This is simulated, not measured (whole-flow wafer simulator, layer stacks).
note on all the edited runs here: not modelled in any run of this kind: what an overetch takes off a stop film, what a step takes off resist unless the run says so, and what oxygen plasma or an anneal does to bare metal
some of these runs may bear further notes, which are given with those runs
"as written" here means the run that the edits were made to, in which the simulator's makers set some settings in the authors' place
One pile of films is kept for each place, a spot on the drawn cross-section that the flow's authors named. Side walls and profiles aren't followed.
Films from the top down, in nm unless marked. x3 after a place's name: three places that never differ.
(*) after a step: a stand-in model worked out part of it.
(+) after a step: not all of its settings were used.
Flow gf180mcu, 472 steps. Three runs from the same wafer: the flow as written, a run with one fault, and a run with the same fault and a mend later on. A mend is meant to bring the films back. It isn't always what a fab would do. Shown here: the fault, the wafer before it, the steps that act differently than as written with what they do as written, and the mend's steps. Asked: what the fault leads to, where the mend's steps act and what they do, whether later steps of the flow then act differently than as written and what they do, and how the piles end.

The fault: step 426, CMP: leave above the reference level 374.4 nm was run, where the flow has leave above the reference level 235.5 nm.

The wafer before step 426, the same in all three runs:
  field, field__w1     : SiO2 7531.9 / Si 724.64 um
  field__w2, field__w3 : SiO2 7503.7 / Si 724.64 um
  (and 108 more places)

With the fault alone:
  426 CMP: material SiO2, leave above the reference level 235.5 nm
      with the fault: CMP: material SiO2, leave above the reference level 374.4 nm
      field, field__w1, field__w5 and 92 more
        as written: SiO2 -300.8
        with the fault: SiO2 -161.9
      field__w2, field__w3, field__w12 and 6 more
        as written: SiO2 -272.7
        with the fault: SiO2 -133.8
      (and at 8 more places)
  Later steps of the flow that act differently than as written (1 more step differs only slightly, by at most 2% or 0.5 nm, whichever is larger, and isn't shown):
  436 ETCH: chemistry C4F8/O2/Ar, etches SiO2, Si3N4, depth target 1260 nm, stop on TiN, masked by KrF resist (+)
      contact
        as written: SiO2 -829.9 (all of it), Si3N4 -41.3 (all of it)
        with the fault: SiO2 -968.8 (all of it), Si3N4 -41.3 (all of it)
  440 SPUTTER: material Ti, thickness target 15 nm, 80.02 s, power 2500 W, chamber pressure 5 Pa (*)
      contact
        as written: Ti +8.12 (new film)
        with the fault: Ti +7.5 (new film)
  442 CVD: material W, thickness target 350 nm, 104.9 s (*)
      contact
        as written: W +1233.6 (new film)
        with the fault: W +1373.5 (new film)
  At the end the piles differ from the flow's by more than 2% or 0.5 nm, whichever is larger, at field__w4, field__w8, contact and 9 more.
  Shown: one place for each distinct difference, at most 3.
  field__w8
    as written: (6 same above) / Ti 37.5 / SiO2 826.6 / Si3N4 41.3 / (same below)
    with the fault: (6 same above) / Ti 37.5 / SiO2 965.5 / Si3N4 41.3 / (same below)
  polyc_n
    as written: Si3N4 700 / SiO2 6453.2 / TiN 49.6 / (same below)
    with the fault: Si3N4 700 / SiO2 6592.1 / TiN 49.6 / (same below)
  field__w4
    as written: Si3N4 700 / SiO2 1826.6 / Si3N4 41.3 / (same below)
    with the fault: Si3N4 700 / SiO2 1965.5 / Si3N4 41.3 / (same below)

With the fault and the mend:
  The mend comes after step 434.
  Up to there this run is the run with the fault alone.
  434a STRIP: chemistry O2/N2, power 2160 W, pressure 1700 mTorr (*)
      field, field__w1, field__w2 and 108 more
        KrF resist -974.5 (all of it), anti-reflective coat -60 (all of it)
      contact
        anti-reflective coat -60 (all of it)
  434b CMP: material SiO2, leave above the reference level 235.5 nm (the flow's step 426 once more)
      field, field__w1, field__w2 and 109 more
        SiO2 -138.9
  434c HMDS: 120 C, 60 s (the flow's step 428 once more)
      changes no film at any place that is followed
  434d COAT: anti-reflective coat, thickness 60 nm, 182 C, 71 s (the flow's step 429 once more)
      field, field__w1, field__w2 and 109 more
        anti-reflective coat +60 (new film)
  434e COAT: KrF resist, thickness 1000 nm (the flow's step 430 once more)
      field, field__w1, field__w2 and 109 more
        KrF resist +1000 (new film)
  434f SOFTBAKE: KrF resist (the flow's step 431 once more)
      changes no film at any place that is followed
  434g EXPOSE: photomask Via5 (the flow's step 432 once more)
      changes no film at any place that is followed
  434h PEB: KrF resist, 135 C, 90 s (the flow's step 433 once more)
      field, field__w1, field__w2 and 109 more
        KrF resist -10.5
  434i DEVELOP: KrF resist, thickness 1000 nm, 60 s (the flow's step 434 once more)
      field, field__w1, field__w2 and 108 more
        KrF resist -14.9
      contact
        KrF resist -989.5 (all of it)
  No later step of the flow acts differently than as written at any place that is followed.
  At the end the piles are the same as the flow's at every place that both follow.
